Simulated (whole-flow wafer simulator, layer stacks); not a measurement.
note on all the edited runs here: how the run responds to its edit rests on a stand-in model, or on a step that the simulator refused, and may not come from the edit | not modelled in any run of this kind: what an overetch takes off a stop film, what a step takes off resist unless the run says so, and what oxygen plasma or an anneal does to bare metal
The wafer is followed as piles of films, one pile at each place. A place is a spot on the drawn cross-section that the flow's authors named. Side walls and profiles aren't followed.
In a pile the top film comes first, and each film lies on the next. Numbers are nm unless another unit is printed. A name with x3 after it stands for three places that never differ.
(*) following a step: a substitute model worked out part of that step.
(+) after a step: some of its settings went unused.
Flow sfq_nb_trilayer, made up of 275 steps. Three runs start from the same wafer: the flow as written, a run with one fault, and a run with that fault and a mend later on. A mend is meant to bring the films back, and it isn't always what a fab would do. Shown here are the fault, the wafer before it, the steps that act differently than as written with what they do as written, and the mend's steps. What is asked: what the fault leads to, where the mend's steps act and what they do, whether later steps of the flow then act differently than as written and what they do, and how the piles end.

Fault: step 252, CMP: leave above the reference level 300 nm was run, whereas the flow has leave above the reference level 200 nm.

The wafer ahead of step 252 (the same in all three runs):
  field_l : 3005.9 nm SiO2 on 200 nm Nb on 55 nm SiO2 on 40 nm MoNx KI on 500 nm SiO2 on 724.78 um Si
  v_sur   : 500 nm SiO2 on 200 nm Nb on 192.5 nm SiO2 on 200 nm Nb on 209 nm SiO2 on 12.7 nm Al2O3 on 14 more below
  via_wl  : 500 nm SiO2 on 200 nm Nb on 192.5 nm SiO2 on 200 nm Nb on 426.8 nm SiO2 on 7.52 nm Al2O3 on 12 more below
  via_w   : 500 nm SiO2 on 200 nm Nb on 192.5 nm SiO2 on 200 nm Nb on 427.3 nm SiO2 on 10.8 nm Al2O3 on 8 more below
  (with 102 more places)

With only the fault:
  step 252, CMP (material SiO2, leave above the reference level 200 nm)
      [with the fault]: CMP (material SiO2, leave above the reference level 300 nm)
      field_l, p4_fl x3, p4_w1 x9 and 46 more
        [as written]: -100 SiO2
        [with the fault]: nothing
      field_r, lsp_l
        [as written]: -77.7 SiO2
        [with the fault]: nothing
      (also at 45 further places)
  Later steps of the flow acting differently than as written (6 more steps, not shown, differ only slightly: by at most 2% or 0.5 nm, whichever is larger):
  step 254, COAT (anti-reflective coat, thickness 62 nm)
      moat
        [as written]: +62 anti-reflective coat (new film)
        [with the fault]: +60.1 anti-reflective coat (new film)
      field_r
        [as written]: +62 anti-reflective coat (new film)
        [with the fault]: +70.3 anti-reflective coat (new film)
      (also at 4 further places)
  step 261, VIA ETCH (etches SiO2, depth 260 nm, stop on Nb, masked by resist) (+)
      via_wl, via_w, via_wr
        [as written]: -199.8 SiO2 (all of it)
        [with the fault]: -260 SiO2
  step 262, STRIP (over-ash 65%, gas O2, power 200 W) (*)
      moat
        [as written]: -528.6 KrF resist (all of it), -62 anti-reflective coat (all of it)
        [with the fault]: -527.1 KrF resist (all of it), -60.1 anti-reflective coat (all of it)
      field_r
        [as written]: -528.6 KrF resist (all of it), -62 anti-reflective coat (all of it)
        [with the fault]: -537.2 KrF resist (all of it), -70.3 anti-reflective coat (all of it)
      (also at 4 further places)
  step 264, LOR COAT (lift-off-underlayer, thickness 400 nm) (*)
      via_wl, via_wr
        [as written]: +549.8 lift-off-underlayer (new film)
        [with the fault]: +594.7 lift-off-underlayer (new film)
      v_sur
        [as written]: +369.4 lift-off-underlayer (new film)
        [with the fault]: +360.1 lift-off-underlayer (new film)
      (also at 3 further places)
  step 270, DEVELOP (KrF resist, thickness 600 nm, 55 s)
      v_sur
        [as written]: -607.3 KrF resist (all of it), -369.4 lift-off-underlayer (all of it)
        [with the fault]: -609.8 KrF resist (all of it), -360.1 lift-off-underlayer (all of it)
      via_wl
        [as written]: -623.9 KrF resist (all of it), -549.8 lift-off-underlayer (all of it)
        [with the fault]: -631.3 KrF resist (all of it), -594.7 lift-off-underlayer (all of it)
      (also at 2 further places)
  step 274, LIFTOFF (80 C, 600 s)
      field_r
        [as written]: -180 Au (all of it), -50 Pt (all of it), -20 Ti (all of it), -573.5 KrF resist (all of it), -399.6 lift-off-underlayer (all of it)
        [with the fault]: -180 Au (all of it), -50 Pt (all of it), -20 Ti (all of it), -576.4 KrF resist (all of it), -414.5 lift-off-underlayer (all of it)
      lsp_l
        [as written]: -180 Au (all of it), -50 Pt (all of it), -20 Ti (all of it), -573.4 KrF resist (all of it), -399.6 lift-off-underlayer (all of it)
        [with the fault]: -180 Au (all of it), -50 Pt (all of it), -20 Ti (all of it), -576.9 KrF resist (all of it), -413.7 lift-off-underlayer (all of it)
  By the end, the piles at field_l, v_sur, via_wl and 103 more depart from the flow's by more than 2% or 0.5 nm, whichever is larger.
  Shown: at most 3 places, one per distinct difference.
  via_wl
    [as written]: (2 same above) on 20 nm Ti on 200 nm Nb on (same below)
    [with the fault]: (2 same above) on 20 nm Ti on 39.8 nm SiO2 on 200 nm Nb on (same below)
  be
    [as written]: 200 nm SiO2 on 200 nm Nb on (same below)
    [with the fault]: 300 nm SiO2 on 200 nm Nb on (same below)
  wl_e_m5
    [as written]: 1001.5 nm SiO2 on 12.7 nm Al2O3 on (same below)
    [with the fault]: 1101.5 nm SiO2 on 12.7 nm Al2O3 on (same below)

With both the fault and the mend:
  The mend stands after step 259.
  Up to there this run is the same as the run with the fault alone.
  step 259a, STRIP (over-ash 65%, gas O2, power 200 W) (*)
      p4_fl x3, p4_w1 x9, p4_g1 x2 and 63 more
        -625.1 KrF resist (all of it), -62 anti-reflective coat (all of it)
      via_v, wire, be, be_sur, gap, jj_sur
        -624.9 KrF resist (all of it), -61.9 anti-reflective coat (all of it)
      ce_l, c5j, ce_r, sp_r
        -624.8 KrF resist (all of it), -61.9 anti-reflective coat (all of it)
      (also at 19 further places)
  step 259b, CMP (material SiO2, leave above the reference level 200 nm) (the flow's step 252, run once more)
      field_l, v_sur, via_wl and 99 more
        -100 SiO2
      field_r, lsp_l
        -77.7 SiO2
      l0_sur, l0v
        -87.8 SiO2
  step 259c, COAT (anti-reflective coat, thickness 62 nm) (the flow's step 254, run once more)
      field_l, v_sur, via_wl and 103 more
        +62 anti-reflective coat (new film)
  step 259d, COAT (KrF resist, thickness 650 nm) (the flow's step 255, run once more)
      field_l, v_sur, via_wl and 103 more
        +650 KrF resist (new film)
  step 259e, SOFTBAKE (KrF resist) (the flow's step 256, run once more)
      alters no film at any place that is followed
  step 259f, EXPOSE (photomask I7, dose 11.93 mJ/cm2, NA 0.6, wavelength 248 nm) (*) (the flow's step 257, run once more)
      alters no film at any place that is followed
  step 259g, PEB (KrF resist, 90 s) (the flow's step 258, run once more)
      field_l, v_sur, via_wl and 103 more
        -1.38 KrF resist
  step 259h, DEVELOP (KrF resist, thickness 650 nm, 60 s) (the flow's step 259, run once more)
      field_l, v_sur, via_sp and 100 more
        -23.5 KrF resist
      via_wl, via_w, via_wr
        -648.6 KrF resist (all of it)
  None of the later steps of the flow acts differently than as written at any place that is followed.
  By the end, the piles equal the flow's at every place that both follow.
